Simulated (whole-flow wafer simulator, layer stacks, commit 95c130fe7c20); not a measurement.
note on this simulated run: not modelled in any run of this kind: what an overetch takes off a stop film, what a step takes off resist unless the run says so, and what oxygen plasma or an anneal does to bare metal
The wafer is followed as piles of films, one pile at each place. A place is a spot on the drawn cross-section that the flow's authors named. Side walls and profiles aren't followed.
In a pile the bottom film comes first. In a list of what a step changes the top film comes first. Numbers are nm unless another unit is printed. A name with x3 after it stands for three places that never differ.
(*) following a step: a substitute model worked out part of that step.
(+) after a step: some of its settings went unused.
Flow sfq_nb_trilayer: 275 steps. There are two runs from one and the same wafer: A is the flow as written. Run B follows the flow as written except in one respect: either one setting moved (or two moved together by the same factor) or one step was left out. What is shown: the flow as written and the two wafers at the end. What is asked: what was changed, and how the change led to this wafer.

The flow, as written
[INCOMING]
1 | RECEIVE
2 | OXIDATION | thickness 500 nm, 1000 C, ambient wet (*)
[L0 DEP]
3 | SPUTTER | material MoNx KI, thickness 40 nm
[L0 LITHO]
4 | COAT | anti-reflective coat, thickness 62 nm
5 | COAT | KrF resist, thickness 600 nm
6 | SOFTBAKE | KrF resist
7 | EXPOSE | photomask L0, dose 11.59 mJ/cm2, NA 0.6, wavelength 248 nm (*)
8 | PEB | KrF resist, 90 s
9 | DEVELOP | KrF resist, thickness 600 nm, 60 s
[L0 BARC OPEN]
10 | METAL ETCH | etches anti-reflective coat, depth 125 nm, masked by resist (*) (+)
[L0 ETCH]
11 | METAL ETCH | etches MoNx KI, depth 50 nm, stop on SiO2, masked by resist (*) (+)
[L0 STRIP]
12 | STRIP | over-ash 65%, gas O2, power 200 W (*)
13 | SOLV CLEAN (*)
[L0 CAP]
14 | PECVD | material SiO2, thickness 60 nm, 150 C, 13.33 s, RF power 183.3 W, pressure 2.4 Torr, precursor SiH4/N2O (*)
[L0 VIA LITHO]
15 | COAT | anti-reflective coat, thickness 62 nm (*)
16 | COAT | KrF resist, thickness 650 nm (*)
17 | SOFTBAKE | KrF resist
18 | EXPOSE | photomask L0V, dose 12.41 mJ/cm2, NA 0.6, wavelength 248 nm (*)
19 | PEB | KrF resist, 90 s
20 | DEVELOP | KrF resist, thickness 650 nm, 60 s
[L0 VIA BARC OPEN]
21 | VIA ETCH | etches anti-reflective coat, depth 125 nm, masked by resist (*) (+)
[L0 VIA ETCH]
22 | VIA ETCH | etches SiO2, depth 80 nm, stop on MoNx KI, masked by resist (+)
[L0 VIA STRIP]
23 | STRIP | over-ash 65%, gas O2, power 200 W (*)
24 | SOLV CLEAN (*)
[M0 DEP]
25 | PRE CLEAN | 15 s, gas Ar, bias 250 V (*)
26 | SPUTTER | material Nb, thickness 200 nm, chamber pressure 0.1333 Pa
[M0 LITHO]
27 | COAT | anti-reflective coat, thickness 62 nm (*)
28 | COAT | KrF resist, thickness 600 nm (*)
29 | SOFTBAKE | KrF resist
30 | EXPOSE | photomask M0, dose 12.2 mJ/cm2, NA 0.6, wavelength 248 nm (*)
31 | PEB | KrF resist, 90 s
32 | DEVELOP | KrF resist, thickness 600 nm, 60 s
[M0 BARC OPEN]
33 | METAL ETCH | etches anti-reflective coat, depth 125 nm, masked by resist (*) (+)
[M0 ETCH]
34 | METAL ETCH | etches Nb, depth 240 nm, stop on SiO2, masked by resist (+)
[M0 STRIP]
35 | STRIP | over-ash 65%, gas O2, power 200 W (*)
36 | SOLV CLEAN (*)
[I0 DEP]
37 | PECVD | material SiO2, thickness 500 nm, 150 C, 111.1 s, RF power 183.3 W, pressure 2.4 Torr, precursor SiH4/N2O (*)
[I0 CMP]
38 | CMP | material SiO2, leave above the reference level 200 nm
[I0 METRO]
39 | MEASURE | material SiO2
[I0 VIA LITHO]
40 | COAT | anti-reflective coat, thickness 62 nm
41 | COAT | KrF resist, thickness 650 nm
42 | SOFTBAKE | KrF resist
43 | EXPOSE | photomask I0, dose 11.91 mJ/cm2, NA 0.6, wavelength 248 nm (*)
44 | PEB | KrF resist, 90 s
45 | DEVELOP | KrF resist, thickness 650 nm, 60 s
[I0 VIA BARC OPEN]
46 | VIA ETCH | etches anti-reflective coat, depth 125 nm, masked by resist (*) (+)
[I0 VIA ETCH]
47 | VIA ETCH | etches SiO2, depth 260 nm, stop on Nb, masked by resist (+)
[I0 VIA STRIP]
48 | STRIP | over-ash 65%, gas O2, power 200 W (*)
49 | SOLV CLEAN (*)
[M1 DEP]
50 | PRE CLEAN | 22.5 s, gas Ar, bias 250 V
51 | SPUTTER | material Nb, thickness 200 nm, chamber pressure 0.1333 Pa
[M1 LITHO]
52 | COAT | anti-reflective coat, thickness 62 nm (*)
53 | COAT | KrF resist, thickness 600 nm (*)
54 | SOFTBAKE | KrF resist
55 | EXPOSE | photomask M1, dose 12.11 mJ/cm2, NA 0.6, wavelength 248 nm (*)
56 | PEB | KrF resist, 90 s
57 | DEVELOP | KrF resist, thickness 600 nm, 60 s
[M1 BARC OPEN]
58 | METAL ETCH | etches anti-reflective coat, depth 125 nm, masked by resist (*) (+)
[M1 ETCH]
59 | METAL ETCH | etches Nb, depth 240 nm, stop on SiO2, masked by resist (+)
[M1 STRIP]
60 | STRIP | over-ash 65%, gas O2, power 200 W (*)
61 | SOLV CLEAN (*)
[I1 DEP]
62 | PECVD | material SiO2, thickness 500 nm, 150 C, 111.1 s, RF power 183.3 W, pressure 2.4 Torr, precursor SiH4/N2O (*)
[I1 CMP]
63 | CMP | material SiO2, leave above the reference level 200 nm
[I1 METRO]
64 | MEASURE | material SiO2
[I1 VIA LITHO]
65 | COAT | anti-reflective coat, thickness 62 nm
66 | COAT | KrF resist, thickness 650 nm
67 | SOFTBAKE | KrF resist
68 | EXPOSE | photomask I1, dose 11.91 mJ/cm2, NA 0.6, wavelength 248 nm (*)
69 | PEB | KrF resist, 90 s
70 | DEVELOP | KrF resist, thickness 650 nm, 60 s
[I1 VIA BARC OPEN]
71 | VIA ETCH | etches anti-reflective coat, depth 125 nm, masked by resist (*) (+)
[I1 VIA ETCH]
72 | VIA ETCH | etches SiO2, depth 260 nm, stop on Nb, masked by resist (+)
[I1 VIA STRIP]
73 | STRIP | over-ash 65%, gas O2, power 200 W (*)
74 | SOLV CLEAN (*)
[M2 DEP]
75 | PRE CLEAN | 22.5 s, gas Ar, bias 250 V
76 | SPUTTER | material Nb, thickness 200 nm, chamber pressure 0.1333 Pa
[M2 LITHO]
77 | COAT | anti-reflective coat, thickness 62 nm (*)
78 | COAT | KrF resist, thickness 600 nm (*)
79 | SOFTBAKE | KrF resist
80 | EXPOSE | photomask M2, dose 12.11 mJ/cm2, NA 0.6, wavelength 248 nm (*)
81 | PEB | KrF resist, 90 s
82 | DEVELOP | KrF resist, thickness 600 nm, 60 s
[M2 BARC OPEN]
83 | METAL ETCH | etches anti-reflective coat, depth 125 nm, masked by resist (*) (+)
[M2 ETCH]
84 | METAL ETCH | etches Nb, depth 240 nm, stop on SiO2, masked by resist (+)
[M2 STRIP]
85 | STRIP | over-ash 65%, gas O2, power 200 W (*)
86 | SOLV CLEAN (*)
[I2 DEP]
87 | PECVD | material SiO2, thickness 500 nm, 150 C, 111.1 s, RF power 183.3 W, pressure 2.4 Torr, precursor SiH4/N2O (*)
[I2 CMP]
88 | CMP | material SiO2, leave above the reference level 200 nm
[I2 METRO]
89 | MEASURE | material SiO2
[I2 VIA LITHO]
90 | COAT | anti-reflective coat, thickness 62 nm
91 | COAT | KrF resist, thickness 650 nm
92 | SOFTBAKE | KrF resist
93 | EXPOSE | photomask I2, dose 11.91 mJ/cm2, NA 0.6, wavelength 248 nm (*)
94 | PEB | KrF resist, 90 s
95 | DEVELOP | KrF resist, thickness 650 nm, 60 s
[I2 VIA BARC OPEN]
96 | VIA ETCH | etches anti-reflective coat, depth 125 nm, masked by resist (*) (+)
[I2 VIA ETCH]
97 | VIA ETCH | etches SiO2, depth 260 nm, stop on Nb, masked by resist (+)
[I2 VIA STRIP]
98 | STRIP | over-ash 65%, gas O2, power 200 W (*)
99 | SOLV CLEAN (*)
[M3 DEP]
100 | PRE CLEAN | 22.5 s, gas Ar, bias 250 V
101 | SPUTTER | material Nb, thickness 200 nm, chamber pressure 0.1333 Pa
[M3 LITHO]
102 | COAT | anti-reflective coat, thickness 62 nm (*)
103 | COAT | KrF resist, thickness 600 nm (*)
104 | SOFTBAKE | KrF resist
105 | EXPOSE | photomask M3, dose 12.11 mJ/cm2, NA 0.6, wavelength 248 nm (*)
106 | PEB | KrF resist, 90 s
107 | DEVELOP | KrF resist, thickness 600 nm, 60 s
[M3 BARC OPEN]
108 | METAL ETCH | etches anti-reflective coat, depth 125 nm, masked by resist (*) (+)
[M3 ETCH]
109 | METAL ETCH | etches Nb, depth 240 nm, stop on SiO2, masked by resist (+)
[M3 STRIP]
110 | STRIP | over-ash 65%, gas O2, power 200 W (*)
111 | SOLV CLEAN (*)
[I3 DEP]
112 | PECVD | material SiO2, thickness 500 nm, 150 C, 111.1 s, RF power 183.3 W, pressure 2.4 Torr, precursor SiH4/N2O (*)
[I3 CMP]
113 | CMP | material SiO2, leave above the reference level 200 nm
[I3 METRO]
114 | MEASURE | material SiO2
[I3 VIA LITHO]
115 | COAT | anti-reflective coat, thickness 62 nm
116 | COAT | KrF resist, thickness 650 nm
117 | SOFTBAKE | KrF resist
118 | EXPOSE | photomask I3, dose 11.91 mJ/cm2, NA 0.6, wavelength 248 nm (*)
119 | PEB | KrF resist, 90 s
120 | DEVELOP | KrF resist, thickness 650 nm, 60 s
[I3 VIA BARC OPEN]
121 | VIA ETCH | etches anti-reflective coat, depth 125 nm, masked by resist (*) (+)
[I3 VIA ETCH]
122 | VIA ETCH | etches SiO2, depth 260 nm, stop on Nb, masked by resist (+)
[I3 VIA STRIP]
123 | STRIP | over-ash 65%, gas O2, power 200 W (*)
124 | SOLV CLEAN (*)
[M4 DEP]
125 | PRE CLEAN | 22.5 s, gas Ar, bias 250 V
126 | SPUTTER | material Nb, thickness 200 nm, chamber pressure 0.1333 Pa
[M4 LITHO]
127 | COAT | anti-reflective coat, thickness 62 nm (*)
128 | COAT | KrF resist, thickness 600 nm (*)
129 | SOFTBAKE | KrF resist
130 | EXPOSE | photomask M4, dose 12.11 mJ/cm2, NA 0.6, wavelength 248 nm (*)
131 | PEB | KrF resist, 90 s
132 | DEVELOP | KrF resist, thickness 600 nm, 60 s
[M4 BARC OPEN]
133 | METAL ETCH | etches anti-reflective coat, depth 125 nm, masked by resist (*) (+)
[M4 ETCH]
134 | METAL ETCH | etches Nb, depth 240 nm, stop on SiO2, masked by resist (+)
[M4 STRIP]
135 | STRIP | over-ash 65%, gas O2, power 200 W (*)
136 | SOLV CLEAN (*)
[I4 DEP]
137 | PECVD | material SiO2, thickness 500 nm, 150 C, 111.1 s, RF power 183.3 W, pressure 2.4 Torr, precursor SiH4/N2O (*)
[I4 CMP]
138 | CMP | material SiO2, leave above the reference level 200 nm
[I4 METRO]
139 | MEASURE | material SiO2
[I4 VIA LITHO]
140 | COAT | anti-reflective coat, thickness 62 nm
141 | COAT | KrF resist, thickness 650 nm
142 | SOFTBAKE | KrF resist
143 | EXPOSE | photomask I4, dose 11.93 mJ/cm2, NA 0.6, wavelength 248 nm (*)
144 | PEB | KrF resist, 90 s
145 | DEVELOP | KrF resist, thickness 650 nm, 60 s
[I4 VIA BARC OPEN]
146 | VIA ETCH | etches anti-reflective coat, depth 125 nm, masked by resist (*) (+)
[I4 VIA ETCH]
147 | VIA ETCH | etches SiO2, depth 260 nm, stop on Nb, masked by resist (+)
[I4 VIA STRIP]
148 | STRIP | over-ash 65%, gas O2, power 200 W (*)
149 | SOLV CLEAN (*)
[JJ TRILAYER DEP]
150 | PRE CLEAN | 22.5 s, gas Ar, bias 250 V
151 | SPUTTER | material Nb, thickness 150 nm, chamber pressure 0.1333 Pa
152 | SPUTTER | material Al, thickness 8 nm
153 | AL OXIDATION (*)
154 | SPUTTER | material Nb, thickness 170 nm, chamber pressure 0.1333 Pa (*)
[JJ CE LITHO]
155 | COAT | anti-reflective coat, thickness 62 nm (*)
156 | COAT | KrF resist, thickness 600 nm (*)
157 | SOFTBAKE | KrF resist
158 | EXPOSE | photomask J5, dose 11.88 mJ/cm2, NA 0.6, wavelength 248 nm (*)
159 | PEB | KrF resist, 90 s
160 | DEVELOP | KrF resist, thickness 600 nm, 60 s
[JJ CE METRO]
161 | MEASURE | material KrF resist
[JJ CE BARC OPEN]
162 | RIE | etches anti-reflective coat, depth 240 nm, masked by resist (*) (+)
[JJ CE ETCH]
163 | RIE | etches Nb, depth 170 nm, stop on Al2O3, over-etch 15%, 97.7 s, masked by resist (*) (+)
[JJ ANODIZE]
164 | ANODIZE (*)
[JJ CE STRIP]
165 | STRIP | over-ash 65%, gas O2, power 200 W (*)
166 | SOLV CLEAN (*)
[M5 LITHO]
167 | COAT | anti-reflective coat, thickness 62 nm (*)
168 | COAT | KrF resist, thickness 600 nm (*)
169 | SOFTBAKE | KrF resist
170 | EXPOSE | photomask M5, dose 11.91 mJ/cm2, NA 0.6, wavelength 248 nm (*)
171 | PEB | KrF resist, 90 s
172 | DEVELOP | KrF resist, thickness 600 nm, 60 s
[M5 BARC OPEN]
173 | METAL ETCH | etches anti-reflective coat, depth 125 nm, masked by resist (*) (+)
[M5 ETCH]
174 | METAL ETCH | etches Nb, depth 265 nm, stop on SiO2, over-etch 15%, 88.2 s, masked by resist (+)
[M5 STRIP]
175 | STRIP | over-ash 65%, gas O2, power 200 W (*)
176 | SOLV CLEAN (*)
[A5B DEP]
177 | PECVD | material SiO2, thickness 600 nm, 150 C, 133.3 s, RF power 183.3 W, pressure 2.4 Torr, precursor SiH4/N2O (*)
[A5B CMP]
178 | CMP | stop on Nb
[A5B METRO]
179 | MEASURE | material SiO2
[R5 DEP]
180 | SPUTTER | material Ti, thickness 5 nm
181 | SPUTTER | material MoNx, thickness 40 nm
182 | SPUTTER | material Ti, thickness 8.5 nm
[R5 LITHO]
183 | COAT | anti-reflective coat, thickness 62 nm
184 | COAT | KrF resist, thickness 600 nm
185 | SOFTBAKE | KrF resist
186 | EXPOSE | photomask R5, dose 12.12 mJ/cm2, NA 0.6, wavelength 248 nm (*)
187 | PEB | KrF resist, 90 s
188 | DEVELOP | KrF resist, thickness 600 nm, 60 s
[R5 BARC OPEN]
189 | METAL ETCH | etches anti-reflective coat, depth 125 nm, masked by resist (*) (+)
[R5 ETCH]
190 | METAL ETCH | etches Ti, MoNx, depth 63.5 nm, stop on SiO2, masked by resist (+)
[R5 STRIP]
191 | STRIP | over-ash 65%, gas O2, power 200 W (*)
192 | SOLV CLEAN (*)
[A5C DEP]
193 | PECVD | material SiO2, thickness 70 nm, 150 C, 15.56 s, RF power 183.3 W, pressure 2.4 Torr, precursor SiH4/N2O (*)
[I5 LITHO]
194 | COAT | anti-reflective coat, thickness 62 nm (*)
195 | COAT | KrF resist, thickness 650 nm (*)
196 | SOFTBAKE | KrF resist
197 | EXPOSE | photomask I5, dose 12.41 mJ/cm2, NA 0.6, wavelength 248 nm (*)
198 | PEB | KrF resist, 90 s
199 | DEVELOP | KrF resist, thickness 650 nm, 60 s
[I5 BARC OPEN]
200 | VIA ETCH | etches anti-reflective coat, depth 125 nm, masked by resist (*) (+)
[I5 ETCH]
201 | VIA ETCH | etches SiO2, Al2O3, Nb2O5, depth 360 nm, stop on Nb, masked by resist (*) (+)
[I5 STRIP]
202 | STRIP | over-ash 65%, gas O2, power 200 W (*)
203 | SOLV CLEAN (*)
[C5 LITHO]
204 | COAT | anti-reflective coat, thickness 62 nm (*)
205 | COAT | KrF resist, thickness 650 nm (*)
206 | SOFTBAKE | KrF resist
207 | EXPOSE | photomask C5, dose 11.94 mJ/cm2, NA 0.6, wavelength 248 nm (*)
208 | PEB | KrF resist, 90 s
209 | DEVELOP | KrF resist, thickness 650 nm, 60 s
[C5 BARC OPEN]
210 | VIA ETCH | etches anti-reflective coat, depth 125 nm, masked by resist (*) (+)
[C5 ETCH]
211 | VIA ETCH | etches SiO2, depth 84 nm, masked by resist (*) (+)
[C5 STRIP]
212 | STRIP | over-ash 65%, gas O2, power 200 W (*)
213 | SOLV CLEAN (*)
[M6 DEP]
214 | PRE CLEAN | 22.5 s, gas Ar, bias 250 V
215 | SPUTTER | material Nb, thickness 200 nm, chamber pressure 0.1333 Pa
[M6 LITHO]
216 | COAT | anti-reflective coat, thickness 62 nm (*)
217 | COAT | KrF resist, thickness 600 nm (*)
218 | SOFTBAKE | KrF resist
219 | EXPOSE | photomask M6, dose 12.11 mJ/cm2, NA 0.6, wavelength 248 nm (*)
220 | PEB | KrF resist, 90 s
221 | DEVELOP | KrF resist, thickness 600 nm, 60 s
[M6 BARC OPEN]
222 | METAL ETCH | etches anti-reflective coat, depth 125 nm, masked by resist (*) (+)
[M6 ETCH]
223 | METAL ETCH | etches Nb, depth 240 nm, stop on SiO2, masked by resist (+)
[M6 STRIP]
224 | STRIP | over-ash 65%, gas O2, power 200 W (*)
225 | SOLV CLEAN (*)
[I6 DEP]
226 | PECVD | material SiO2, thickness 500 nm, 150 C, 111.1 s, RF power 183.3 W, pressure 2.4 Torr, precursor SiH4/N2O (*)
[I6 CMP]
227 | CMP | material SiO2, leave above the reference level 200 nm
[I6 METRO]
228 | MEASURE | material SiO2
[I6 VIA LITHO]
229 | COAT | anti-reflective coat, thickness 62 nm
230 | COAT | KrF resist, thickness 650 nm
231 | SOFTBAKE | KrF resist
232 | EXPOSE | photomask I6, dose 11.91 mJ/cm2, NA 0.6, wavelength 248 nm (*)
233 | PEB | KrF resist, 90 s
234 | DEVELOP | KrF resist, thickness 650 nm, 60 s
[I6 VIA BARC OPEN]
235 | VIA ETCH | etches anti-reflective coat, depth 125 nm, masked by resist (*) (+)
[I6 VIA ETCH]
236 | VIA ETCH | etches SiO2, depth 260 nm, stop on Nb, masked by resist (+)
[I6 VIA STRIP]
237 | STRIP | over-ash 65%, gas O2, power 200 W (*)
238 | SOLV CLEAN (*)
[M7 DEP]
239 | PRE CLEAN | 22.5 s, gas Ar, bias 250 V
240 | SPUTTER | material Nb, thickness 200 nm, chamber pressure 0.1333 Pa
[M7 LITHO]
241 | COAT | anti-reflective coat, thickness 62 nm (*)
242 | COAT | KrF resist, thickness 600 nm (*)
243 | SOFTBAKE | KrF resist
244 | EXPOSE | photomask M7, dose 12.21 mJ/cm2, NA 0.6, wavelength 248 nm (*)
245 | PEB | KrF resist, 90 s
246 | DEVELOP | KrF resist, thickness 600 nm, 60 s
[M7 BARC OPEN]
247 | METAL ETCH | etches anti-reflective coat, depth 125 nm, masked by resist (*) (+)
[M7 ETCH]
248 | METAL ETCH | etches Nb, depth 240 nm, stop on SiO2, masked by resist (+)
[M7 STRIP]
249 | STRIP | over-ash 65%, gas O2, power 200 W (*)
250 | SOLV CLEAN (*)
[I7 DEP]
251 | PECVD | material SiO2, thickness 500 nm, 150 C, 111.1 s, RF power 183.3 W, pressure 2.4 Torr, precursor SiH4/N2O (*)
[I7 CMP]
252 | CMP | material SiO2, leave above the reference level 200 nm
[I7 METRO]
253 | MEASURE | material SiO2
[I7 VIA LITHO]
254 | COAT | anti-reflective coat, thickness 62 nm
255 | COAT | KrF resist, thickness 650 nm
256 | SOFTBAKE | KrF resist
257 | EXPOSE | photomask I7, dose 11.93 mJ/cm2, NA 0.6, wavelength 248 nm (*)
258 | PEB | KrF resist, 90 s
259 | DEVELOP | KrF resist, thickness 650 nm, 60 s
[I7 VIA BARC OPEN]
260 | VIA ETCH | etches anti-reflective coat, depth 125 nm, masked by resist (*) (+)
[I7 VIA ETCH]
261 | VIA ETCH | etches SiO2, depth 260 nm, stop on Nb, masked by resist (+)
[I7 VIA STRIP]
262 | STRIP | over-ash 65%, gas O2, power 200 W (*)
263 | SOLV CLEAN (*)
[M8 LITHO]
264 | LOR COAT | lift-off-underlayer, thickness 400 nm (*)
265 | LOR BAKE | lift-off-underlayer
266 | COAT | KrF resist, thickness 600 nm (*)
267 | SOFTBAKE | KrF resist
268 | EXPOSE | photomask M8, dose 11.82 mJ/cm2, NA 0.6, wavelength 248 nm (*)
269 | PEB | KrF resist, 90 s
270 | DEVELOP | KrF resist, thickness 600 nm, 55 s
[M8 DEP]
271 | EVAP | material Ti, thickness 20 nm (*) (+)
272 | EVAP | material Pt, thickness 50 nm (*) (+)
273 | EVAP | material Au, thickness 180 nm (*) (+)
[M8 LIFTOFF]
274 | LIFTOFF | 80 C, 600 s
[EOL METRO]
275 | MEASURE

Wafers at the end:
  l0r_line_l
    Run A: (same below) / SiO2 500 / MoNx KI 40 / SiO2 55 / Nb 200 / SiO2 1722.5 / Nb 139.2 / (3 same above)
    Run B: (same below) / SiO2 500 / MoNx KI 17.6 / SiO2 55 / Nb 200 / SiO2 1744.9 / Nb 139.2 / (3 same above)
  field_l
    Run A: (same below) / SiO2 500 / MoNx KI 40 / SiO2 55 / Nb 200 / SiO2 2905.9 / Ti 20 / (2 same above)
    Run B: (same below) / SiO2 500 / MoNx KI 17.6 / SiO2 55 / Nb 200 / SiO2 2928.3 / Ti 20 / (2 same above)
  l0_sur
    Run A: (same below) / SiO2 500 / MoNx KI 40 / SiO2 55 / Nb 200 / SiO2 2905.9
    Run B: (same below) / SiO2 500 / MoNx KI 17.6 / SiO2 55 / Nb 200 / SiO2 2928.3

The reason: step 3, SPUTTER: thickness 17.6 nm was run, whereas the flow has thickness 40 nm.
The wafer lets one read it off: l0r_line_l has MoNx KI 17.6, and step 3 as written asks for 40 nm.

Step by step, how the change led to this:
  3 | SPUTTER | material MoNx KI, thickness 40 nm
      field_l, v_sur, via_wl and 103 more: A MoNx KI gains 40 (new film) | B MoNx KI gains 17.6 (new film)
  11 | METAL ETCH | etches MoNx KI, depth 50 nm, stop on SiO2, masked by resist (*) (+)
      v_sur, via_wl, via_w and 97 more: A MoNx KI loses 40 (all of it) | B MoNx KI loses 17.6 (all of it)
      field_l, l0_sur, l0v, l0r_line_l, l0r_line_c, l0r_line_r: A KrF resist loses 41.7 | B KrF resist loses 22
  12 | STRIP | over-ash 65%, gas O2, power 200 W (*)
      field_l, l0_sur, l0v, l0r_line_l, l0r_line_c, l0r_line_r: A KrF resist loses 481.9 (all of it), anti-reflective coat loses 62 (all of it) | B KrF resist loses 501.6 (all of it), anti-reflective coat loses 62 (all of it)
  15 | COAT | anti-reflective coat, thickness 62 nm (*)
      l0r_line_c, l0r_line_r: A anti-reflective coat gains 59 (new film) | B anti-reflective coat gains 60.5 (new film)
      field_l: A anti-reflective coat gains 56.7 (new film) | B anti-reflective coat gains 59.4 (new film)
      (also at 6 further places)
  23 | STRIP | over-ash 65%, gas O2, power 200 W (*)
      l0r_line_c, l0r_line_r: A KrF resist loses 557 (all of it), anti-reflective coat loses 59 (all of it) | B KrF resist loses 558.6 (all of it), anti-reflective coat loses 60.5 (all of it)
      field_l: A KrF resist loses 551.4 (all of it), anti-reflective coat loses 56.7 (all of it) | B KrF resist loses 556.2 (all of it), anti-reflective coat loses 59.4 (all of it)
      (also at 6 further places)
  27 | COAT | anti-reflective coat, thickness 62 nm (*)
      l0r_line_l, l0r_line_c: A anti-reflective coat gains 59 (new film) | B anti-reflective coat gains 60.5 (new film)
      field_l: A anti-reflective coat gains 56.9 (new film) | B anti-reflective coat gains 59.5 (new film)
      (also at 6 further places)
  35 | STRIP | over-ash 65%, gas O2, power 200 W (*)
      l0r_line_l, l0r_line_c: A KrF resist loses 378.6 (all of it), anti-reflective coat loses 59 (all of it) | B KrF resist loses 380.7 (all of it), anti-reflective coat loses 60.5 (all of it)
      field_l: A KrF resist loses 372.9 (all of it), anti-reflective coat loses 56.9 (all of it) | B KrF resist loses 378.2 (all of it), anti-reflective coat loses 59.5 (all of it)
      (also at 6 further places)
  38 | CMP | material SiO2, leave above the reference level 200 nm
      field_l, l0_sur, l0r_line_l, l0r_line_c, l0r_line_r: A SiO2 loses 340 | B SiO2 loses 317.6
      l0v: A SiO2 loses 277.8 | B SiO2 loses 255.4
